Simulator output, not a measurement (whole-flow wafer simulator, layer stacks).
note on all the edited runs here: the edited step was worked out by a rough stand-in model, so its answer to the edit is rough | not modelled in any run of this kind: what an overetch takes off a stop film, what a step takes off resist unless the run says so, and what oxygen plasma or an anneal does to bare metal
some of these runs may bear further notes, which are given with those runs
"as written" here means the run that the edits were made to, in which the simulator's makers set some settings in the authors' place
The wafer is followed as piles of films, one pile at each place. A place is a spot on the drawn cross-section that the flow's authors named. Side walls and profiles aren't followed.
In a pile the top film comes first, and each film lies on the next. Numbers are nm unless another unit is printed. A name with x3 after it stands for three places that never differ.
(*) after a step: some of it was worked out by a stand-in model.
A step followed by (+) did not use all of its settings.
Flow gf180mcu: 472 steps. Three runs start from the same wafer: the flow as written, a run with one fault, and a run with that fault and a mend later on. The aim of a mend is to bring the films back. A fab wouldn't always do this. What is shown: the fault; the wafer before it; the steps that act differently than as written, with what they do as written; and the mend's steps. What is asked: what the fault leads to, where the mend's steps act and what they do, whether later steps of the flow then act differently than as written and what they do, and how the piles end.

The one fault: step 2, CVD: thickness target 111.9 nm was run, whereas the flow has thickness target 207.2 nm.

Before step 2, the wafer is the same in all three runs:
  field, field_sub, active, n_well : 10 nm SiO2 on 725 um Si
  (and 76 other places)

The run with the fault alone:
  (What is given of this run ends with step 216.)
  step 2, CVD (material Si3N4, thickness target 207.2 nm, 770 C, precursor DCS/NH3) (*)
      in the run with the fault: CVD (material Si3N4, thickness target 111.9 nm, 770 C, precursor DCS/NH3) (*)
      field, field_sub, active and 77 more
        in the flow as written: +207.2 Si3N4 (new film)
        in the run with the fault: +111.9 Si3N4 (new film)
  Steps later in the flow that act otherwise than as written (not shown: 10 more steps that differ only slightly, by at most 2% or 0.5 nm, whichever is larger):
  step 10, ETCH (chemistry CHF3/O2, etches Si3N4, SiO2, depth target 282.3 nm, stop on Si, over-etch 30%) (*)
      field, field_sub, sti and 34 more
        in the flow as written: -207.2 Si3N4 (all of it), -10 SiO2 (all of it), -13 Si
        in the run with the fault: -111.9 Si3N4 (all of it), -10 SiO2 (all of it), -32.1 Si
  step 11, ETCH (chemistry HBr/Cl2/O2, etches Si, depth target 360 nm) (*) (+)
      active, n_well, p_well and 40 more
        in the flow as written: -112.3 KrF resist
        in the run with the fault: -106 KrF resist
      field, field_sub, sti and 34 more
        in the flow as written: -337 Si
        in the run with the fault: -317.9 Si
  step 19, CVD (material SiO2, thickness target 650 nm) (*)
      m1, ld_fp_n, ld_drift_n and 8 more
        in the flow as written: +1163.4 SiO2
        in the run with the fault: +1068.1 SiO2
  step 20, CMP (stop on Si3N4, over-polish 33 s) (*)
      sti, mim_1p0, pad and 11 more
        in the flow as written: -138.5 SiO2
        in the run with the fault: -233.8 SiO2
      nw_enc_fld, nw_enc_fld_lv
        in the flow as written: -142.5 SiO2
        in the run with the fault: -237.8 SiO2
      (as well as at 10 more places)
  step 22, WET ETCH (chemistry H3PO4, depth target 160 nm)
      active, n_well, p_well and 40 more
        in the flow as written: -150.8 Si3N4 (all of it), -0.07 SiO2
        in the run with the fault: -55.5 Si3N4 (all of it), -0.82 SiO2
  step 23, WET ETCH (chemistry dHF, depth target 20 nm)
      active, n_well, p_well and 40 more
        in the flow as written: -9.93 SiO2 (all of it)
        in the run with the fault: -9.18 SiO2 (all of it)
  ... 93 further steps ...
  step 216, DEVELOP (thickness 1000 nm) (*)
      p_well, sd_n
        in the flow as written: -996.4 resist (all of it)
        in the run with the fault: -904 resist (all of it)
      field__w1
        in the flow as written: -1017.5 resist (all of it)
        in the run with the fault: -1063.1 resist (all of it)
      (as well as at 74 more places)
  The piles after step 216 differ from the flow's at field, field__w1, field__w2 and 68 more by more than 2% or 0.5 nm, whichever is larger.
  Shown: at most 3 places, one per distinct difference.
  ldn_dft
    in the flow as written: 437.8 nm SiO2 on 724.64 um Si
    in the run with the fault: 50 nm SiO2 on 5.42 nm Si3N4 on 296.5 nm SiO2 on 724.63 um Si
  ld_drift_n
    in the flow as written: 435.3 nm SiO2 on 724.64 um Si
    in the run with the fault: 20 nm SiO2 on 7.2 nm Si3N4 on 294.7 nm SiO2 on 724.63 um Si
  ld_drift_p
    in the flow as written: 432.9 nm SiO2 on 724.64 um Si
    in the run with the fault: 20 nm SiO2 on 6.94 nm Si3N4 on 294.9 nm SiO2 on 724.63 um Si

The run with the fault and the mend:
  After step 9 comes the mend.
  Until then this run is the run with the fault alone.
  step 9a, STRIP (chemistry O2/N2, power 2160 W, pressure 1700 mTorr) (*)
      active, n_well, p_well and 40 more
        -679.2 KrF resist (all of it)
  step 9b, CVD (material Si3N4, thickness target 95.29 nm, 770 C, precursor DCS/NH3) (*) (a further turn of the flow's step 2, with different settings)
      field, field_sub, active and 77 more
        +95.3 Si3N4
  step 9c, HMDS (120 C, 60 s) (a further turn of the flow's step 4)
      leaves every film unchanged at each place that is followed
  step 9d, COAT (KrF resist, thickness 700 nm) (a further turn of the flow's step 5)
      field, field_sub, active and 77 more
        +700 KrF resist (new film)
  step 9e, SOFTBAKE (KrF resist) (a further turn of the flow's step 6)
      leaves every film unchanged at each place that is followed
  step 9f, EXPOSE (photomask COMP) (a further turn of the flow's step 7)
      leaves every film unchanged at each place that is followed
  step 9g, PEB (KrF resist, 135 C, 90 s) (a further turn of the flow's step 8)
      field, field_sub, active and 77 more
        -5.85 KrF resist
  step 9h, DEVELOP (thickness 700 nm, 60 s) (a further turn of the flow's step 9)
      active, n_well, p_well and 40 more
        -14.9 KrF resist
      field, field_sub, sti and 34 more
        -694.2 KrF resist (all of it)
  None of the later steps of the flow differs from how it acts as written, at any place that is followed, by more than 2% or 0.5 nm, whichever is larger.
  The piles end the same as the flow's at every place that both follow.
